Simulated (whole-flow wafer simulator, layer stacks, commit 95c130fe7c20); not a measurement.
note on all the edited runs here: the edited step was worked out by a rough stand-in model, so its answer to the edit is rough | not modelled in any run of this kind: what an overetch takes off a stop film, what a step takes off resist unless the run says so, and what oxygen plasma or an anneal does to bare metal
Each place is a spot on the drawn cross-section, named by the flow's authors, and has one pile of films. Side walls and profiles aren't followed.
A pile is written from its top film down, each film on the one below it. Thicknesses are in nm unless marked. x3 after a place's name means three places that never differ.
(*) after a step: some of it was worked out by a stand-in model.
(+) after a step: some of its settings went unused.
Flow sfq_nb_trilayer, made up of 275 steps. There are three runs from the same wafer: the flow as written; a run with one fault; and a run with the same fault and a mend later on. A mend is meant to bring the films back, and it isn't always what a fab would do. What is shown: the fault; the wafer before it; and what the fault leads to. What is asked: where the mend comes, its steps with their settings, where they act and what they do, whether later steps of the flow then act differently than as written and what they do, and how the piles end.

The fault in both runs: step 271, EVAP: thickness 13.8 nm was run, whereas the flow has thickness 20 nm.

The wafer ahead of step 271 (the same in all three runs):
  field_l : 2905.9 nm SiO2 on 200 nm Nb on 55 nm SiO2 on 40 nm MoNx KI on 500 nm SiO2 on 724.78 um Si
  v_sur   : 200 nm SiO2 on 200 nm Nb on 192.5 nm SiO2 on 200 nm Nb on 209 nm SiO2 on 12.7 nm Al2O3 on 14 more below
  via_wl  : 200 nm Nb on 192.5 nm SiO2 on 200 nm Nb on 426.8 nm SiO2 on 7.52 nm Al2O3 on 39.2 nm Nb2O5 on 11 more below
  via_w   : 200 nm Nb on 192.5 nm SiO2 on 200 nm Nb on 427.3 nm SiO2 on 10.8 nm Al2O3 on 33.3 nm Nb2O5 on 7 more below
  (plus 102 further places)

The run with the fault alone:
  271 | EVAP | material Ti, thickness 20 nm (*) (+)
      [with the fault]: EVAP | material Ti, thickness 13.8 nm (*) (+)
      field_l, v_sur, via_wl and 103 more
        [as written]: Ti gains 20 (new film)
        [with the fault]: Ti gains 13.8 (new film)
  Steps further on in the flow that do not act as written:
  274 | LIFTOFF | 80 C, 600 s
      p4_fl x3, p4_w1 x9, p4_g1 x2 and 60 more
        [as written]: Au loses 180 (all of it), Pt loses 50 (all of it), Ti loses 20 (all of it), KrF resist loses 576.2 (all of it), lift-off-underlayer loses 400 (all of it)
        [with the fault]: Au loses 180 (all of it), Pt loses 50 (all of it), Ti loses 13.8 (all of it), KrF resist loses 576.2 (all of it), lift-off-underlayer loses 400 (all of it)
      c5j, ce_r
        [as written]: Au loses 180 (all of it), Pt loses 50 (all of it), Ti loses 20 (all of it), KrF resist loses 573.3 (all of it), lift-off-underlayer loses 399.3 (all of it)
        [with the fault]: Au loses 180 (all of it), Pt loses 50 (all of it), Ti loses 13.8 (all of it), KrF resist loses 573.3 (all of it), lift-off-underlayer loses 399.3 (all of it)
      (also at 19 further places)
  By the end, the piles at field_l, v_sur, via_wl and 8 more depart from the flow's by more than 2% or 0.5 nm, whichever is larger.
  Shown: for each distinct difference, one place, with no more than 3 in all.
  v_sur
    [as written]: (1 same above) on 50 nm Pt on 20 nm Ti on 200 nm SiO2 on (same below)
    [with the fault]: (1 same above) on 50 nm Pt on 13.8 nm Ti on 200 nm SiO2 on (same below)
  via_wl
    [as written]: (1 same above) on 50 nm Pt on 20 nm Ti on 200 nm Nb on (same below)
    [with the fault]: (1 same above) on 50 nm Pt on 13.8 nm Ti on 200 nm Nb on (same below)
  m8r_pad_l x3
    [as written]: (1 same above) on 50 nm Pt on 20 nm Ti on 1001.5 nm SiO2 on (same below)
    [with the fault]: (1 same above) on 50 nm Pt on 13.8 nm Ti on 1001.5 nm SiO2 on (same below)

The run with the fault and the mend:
  The mend stands after step 271.
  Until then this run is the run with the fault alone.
  271a | EVAP | material Ti, thickness 6.2 nm (*) (+) (the flow's step 271 again, with other settings)
      field_l, v_sur, via_wl and 103 more
        Ti gains 6.2
  Every later step of the flow that is run acts as written at every place that is followed.
  By the end, the piles equal the flow's at every place that both follow.
